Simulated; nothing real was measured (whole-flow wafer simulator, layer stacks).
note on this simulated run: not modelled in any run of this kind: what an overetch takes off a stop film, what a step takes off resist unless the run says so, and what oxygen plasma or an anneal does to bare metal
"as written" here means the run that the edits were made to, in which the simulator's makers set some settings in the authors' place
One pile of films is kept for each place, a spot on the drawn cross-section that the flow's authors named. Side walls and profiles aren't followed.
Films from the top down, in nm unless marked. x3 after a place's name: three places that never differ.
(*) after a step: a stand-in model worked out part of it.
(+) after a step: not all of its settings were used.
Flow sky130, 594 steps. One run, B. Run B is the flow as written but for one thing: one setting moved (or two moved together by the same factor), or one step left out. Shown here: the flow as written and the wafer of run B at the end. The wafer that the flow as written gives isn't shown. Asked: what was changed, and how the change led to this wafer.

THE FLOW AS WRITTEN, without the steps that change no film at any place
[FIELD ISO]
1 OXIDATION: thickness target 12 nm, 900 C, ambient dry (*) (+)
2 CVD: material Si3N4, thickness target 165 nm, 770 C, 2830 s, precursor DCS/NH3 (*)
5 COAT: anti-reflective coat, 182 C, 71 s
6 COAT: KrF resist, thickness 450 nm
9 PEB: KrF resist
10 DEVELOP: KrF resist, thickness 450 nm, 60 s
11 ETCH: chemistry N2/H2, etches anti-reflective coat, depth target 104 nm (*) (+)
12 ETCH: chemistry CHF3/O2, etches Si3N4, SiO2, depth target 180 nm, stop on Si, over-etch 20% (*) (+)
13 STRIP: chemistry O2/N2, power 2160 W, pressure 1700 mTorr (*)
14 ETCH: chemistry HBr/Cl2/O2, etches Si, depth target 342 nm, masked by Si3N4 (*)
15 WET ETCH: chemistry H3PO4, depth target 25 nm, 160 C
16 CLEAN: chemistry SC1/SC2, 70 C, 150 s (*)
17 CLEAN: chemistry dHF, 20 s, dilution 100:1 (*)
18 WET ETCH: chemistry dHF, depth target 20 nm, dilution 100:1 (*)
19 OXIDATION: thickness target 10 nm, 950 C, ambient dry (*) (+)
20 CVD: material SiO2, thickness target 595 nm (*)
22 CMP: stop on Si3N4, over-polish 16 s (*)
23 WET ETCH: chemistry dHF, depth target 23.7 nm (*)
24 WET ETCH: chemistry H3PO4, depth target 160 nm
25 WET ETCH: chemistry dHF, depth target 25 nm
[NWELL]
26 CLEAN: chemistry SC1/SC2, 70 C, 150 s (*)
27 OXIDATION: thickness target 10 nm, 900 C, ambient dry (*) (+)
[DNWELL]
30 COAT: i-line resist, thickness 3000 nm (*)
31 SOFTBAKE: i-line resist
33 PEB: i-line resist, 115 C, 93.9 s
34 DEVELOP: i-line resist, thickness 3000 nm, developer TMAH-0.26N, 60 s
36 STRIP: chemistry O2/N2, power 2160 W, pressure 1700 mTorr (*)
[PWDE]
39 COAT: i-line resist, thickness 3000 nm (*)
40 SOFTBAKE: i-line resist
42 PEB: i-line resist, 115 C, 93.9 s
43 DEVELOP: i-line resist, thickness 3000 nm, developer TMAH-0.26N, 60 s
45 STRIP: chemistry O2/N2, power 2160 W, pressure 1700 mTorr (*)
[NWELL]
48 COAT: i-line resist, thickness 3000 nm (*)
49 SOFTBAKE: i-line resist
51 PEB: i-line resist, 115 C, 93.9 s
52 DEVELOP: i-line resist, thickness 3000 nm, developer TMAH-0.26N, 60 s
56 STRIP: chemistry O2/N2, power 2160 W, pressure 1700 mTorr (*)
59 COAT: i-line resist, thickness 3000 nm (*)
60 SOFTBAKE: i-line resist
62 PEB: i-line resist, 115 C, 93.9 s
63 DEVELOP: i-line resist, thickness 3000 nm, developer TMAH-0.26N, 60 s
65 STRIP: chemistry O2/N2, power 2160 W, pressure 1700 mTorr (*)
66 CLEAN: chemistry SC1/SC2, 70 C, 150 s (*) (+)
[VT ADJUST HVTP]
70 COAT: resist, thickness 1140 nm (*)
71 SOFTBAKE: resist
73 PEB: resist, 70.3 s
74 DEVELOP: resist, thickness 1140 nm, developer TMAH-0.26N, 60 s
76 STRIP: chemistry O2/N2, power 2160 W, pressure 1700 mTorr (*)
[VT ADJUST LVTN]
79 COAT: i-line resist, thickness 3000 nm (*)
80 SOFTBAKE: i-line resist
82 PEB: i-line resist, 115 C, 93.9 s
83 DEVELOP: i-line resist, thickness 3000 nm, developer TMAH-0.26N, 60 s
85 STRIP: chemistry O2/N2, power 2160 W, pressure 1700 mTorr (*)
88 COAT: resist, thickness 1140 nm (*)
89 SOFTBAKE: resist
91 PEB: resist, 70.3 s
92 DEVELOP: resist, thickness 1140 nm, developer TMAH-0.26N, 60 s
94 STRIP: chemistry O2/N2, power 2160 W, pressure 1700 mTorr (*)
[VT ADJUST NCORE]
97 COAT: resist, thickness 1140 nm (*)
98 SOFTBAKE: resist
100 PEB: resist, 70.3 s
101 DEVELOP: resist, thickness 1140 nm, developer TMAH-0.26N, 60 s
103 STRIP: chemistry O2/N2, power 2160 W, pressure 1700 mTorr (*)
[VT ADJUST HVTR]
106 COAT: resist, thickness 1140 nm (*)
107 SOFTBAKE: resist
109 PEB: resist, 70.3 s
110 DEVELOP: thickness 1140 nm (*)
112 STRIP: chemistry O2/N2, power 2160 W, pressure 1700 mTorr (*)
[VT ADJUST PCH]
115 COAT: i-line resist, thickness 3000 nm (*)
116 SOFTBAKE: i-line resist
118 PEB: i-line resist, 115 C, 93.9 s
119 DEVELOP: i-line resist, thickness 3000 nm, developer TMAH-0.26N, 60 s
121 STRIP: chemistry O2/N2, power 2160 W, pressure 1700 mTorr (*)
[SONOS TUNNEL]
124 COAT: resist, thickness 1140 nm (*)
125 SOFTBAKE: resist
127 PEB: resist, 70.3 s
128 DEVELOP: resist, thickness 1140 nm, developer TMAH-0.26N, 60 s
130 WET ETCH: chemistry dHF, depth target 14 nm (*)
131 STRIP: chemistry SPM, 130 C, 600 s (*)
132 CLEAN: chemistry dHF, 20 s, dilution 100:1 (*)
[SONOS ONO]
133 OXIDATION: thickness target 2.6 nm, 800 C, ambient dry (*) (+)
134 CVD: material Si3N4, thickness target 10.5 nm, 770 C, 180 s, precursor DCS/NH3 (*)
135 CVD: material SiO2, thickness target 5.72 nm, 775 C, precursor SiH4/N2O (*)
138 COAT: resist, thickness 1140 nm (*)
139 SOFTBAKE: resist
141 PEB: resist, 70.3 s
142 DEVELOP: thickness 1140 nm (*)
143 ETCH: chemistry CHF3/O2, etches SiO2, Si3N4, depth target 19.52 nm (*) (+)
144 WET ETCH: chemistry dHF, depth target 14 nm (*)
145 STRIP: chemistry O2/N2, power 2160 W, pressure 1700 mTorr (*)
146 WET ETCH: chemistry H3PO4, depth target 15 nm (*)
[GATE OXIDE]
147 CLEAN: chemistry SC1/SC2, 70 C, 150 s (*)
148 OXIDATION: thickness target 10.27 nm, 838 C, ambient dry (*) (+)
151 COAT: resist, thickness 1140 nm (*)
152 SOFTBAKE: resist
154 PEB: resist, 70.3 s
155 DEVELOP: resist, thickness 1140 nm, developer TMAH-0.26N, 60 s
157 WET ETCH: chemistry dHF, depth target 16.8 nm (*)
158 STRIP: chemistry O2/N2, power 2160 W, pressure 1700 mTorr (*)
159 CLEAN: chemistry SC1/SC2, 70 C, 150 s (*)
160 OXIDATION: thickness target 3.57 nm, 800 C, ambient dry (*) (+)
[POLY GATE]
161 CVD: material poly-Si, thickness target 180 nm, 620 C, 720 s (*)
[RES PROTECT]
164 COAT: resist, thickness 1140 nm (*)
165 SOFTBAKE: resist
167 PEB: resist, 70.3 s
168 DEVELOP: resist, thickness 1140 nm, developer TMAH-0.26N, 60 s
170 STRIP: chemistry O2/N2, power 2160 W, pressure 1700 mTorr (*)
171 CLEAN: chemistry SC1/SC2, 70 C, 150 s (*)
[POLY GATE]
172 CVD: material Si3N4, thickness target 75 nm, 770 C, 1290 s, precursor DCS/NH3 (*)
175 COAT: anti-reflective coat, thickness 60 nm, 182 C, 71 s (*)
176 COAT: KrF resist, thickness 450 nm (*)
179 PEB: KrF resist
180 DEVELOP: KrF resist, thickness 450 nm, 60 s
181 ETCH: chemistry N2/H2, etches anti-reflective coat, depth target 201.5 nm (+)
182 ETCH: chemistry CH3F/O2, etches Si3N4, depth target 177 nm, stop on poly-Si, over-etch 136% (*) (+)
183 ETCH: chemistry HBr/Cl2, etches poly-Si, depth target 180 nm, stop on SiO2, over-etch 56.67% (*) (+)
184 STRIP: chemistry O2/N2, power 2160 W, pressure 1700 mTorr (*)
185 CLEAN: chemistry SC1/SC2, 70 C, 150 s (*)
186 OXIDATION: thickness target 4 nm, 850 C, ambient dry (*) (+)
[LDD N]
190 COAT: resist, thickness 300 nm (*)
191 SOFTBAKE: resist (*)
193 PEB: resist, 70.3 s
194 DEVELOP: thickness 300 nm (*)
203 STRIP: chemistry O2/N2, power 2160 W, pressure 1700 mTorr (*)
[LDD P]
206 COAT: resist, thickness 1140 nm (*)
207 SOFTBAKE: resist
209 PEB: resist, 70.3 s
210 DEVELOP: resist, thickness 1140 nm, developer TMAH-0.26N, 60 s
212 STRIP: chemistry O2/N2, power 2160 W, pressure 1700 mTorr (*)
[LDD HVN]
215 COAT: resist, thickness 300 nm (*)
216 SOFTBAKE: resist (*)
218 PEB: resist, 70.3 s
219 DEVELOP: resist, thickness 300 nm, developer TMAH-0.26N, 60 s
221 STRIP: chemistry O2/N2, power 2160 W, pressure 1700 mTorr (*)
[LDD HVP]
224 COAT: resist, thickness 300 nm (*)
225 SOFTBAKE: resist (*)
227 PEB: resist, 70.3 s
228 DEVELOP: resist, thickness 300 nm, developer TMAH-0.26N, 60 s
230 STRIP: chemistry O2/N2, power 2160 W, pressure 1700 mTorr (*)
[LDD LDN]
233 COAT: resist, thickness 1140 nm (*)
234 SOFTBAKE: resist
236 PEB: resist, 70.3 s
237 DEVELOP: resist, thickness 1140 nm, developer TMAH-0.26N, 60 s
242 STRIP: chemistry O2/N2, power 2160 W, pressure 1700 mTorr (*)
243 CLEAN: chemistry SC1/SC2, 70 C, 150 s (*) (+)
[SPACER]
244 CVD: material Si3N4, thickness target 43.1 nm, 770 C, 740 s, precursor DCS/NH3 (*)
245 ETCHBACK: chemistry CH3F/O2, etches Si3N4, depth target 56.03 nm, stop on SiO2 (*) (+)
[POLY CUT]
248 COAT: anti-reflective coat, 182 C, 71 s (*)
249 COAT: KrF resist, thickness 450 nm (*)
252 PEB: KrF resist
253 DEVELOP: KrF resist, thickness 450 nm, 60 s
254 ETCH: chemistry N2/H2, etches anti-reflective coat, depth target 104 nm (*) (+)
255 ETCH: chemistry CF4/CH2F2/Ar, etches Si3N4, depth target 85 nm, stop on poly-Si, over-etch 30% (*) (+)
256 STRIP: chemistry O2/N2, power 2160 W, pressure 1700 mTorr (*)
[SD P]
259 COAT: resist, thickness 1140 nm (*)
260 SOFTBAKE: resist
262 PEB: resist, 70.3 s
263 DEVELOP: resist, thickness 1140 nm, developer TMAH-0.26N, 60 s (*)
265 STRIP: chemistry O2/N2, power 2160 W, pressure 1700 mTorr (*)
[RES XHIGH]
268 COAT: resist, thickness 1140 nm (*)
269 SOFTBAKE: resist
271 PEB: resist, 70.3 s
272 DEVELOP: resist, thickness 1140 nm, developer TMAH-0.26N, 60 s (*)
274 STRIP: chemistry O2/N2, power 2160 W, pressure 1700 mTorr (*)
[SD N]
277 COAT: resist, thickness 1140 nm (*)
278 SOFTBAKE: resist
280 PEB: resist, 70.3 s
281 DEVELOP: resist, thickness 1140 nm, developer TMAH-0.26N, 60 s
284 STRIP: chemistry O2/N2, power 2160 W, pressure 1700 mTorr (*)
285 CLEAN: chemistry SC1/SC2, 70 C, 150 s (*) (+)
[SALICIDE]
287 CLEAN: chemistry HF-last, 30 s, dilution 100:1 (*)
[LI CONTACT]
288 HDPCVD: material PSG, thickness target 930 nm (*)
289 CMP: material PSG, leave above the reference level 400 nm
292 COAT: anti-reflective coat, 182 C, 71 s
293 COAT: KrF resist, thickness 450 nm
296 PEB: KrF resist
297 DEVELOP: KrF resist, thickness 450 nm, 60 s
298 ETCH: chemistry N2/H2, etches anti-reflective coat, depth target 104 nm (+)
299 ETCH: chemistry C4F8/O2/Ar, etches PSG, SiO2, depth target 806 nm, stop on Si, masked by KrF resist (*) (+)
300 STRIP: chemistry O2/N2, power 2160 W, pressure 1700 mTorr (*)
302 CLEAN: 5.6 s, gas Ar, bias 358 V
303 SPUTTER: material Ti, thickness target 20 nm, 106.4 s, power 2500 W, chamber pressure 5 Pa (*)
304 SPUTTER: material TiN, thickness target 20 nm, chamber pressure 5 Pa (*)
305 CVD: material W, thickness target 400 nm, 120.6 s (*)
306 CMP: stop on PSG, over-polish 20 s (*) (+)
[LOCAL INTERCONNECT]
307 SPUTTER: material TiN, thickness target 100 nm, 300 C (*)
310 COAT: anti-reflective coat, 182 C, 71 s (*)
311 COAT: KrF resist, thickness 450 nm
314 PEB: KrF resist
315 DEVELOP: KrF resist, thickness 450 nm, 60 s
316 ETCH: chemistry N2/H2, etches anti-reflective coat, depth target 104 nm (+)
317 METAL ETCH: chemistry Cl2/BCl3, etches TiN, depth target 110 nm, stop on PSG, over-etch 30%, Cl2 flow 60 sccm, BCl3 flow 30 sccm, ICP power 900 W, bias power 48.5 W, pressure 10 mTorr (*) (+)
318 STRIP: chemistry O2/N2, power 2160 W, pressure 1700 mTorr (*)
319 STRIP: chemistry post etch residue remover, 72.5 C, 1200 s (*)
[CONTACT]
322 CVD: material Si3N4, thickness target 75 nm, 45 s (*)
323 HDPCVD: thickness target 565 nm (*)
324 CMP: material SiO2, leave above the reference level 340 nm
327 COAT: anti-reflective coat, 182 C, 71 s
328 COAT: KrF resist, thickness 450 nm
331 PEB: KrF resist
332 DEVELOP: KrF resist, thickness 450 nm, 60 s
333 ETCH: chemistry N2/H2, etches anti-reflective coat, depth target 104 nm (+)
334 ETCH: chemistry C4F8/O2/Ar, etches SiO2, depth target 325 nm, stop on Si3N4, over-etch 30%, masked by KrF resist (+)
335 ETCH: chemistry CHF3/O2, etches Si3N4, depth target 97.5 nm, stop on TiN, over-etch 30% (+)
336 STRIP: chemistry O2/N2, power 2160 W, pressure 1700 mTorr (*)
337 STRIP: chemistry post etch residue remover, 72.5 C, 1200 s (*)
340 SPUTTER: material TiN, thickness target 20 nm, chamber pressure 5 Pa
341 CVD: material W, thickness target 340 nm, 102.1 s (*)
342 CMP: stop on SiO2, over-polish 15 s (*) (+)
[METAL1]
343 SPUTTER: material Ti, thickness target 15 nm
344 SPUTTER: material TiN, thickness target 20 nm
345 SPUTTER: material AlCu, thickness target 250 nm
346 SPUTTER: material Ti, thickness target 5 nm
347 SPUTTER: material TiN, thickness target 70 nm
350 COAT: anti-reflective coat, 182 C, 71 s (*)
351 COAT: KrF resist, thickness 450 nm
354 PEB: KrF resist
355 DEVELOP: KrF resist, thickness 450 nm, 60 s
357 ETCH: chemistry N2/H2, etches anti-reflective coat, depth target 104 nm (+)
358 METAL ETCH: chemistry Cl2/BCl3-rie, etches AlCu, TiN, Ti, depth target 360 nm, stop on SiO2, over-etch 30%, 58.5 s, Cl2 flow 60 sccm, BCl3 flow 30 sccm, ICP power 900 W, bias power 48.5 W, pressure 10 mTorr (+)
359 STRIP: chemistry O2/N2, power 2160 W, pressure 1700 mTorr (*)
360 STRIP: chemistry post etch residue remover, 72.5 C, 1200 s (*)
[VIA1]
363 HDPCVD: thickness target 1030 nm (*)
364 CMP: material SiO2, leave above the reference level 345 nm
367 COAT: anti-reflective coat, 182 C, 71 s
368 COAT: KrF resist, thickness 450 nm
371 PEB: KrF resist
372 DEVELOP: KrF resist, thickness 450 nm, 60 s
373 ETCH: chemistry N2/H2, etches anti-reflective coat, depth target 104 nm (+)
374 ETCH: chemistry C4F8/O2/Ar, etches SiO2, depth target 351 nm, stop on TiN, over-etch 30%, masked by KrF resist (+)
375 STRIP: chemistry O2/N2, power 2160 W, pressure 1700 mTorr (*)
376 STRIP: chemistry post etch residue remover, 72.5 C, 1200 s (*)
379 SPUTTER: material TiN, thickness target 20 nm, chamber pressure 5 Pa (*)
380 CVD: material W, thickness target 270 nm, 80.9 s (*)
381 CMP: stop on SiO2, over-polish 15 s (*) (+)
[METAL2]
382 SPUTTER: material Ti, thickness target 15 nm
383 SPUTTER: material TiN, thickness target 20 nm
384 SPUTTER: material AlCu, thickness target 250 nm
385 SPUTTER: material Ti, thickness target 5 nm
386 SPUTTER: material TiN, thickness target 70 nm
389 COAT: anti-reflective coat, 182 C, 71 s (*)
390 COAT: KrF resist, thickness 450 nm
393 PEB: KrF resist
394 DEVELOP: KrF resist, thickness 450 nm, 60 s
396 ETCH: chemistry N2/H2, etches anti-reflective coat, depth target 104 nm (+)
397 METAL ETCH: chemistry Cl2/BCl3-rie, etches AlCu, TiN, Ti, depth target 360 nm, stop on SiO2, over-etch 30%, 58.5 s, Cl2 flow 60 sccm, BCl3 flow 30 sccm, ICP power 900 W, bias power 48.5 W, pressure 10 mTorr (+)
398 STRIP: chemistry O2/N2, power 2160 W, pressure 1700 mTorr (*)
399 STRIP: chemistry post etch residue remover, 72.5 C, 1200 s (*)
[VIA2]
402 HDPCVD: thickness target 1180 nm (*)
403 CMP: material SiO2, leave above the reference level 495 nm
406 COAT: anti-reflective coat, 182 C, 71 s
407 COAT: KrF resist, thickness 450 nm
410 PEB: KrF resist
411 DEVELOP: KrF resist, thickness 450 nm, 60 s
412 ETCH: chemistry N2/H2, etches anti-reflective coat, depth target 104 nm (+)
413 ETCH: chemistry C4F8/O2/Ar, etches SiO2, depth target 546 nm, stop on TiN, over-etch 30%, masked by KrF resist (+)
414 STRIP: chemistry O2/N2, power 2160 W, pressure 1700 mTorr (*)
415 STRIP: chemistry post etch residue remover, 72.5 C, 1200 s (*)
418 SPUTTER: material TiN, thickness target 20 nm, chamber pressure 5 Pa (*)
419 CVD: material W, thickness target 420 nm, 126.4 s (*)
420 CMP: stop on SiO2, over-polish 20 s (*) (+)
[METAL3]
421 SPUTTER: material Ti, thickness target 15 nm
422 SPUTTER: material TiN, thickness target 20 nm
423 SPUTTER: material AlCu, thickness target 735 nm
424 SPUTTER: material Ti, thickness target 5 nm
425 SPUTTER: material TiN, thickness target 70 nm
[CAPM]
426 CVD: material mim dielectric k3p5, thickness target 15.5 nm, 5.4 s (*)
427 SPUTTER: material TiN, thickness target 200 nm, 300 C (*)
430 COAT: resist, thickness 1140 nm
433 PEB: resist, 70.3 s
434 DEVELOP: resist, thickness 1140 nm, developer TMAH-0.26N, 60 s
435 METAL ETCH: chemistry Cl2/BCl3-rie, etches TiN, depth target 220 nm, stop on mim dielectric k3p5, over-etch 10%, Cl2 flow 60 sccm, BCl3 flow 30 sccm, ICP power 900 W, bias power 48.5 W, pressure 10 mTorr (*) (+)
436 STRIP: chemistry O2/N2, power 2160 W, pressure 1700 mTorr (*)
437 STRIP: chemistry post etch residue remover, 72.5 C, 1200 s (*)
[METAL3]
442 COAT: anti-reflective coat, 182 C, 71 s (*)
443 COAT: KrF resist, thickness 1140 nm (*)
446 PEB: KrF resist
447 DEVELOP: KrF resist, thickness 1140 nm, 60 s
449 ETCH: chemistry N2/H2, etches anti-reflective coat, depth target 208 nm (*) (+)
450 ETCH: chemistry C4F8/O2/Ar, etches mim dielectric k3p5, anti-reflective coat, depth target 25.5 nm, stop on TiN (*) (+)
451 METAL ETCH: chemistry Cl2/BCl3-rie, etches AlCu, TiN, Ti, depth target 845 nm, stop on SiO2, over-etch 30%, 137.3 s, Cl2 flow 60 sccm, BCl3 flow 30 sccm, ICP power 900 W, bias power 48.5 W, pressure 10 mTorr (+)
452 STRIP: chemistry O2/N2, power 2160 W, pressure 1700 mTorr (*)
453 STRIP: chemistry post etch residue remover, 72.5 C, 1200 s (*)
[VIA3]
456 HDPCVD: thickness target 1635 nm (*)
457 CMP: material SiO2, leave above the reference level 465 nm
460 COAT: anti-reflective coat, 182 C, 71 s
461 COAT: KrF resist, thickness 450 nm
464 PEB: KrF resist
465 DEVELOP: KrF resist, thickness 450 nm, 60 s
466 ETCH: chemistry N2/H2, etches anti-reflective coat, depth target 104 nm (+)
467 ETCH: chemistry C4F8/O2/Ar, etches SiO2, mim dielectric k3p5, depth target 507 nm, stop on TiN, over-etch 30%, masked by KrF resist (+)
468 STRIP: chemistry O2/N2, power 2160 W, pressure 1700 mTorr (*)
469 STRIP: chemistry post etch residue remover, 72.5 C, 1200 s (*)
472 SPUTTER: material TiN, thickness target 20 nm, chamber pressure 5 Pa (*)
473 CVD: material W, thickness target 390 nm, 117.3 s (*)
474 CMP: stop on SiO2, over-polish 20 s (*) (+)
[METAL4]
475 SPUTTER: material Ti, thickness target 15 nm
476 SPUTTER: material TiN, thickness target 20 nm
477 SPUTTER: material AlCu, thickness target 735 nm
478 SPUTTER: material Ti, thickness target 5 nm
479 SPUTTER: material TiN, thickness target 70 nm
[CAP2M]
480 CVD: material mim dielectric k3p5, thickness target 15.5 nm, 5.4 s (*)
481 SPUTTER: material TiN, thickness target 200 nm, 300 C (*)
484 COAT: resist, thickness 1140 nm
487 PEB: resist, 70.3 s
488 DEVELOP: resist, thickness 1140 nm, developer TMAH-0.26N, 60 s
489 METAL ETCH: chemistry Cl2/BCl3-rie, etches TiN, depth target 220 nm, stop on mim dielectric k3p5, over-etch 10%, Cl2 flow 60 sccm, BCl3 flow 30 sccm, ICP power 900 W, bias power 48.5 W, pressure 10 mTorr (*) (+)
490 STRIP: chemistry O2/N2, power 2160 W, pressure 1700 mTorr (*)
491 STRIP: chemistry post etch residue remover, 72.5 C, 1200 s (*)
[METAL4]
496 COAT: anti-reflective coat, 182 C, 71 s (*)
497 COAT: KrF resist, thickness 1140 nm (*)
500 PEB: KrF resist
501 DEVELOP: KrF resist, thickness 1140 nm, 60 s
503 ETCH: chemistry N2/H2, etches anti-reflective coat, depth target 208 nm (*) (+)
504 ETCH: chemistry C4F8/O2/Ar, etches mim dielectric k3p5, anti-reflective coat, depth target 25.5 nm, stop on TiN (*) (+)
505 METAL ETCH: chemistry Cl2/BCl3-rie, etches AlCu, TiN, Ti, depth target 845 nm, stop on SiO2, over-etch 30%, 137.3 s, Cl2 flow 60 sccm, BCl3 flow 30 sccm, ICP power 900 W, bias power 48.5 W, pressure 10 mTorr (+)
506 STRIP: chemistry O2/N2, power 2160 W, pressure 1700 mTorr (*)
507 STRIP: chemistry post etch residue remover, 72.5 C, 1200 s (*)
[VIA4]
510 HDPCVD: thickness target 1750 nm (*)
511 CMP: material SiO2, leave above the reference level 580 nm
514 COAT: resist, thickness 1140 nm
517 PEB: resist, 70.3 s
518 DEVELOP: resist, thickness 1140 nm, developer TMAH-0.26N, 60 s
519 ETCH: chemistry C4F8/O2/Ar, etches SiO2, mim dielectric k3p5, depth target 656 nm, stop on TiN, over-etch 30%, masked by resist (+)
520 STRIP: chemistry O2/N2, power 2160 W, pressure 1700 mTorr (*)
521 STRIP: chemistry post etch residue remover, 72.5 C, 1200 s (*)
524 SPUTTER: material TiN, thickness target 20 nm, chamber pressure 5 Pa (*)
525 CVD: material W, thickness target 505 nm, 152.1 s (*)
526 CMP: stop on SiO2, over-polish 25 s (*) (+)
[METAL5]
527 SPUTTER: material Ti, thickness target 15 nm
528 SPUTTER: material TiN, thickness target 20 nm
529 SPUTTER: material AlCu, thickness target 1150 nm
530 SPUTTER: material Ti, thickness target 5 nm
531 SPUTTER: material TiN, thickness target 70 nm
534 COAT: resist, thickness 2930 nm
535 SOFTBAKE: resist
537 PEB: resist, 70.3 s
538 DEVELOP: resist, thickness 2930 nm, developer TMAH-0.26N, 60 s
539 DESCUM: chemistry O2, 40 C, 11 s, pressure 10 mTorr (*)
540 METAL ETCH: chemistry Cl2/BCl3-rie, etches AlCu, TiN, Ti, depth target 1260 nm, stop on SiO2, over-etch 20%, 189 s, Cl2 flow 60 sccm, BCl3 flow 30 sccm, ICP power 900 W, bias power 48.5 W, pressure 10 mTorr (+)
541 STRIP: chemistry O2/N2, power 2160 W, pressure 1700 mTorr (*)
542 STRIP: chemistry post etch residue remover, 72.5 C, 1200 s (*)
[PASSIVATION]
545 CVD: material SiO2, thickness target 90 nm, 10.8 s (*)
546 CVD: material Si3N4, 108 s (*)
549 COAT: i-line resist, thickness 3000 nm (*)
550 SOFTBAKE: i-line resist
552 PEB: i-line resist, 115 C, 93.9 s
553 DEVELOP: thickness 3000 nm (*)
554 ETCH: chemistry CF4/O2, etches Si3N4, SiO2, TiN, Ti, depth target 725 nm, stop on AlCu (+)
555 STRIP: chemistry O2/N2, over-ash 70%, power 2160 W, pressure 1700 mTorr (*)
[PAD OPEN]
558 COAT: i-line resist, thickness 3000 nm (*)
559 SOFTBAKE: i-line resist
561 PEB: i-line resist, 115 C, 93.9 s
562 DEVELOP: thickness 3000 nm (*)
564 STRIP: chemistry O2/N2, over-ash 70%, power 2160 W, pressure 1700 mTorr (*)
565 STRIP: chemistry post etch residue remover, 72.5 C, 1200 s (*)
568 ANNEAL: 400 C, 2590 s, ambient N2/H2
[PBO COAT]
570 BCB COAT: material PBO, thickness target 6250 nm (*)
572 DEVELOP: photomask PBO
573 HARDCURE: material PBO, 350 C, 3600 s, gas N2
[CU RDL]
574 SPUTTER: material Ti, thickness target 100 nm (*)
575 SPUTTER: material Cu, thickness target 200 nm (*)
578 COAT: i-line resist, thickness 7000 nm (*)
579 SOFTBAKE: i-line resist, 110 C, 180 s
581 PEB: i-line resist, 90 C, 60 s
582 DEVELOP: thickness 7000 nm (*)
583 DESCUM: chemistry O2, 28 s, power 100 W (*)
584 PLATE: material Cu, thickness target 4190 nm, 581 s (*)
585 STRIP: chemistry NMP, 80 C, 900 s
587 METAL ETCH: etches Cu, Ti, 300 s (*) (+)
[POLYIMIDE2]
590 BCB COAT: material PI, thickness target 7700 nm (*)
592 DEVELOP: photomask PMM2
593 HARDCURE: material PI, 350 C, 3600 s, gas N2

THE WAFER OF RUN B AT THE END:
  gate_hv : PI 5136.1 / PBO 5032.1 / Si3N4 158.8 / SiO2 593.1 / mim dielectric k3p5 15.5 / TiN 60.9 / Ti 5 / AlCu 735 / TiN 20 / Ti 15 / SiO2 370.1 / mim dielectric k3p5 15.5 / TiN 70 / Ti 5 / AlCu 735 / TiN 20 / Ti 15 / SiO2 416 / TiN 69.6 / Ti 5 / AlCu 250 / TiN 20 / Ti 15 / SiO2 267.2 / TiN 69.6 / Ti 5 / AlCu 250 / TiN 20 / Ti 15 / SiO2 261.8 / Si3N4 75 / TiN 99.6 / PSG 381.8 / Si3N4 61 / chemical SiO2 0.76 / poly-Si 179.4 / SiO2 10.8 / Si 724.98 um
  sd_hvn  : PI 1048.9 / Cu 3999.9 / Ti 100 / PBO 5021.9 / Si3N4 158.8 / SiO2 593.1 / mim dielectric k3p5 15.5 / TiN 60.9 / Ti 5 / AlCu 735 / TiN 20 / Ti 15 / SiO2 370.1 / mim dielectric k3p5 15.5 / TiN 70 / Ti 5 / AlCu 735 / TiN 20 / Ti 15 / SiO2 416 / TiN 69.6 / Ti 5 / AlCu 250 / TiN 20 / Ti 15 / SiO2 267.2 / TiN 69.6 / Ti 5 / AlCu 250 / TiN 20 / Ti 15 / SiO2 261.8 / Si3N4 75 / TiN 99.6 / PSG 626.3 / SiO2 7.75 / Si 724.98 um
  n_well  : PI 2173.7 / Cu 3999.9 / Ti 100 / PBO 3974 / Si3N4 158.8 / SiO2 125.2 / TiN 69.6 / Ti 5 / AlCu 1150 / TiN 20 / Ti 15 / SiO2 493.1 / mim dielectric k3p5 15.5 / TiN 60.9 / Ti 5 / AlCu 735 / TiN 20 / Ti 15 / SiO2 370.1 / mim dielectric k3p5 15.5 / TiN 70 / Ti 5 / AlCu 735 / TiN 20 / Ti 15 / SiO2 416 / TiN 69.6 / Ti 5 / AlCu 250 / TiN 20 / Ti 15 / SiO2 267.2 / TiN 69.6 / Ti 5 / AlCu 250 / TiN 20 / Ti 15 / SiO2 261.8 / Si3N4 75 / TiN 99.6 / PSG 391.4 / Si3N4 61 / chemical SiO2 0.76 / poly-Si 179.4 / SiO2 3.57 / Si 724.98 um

The cause: step 479, SPUTTER: thickness target 60.9 nm was run, where the flow has thickness target 70 nm.
It can be read off the wafer: gate_hv has TiN 60.9, and step 479 as written asks for 70 nm.

How the change led to this, step by step:
  479 SPUTTER: material TiN, thickness target 70 nm
      field, active, n_well and 189 more: TiN +60.9 (new film) (as written it would be: TiN +70 (new film))
  505 METAL ETCH: chemistry Cl2/BCl3-rie, etches AlCu, TiN, Ti, depth target 845 nm, stop on SiO2, over-etch 30%, 137.3 s, Cl2 flow 60 sccm, BCl3 flow 30 sccm, ICP power 900 W, bias power 48.5 W, pressure 10 mTorr (+)
      field, gate, spacer and 68 more: TiN -60.9 (all of it), Ti -5 (all of it), AlCu -735 (all of it), TiN -20 (all of it), Ti -15 (all of it), SiO2 -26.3 (as written it would be: TiN -70 (all of it), Ti -5 (all of it), AlCu -735 (all of it), TiN -20 (all of it), Ti -15 (all of it), SiO2 -25.4)
      active, vpp_iso1, mim_edge_plate and 14 more: TiN -60.9 (all of it), Ti -5 (all of it), AlCu -735 (all of it), TiN -20 (all of it), Ti -15 (all of it), SiO2 -26.3 (as written it would be: TiN -70 (all of it), Ti -5 (all of it), AlCu -735 (all of it), TiN -20 (all of it), Ti -15 (all of it), SiO2 -25.3)
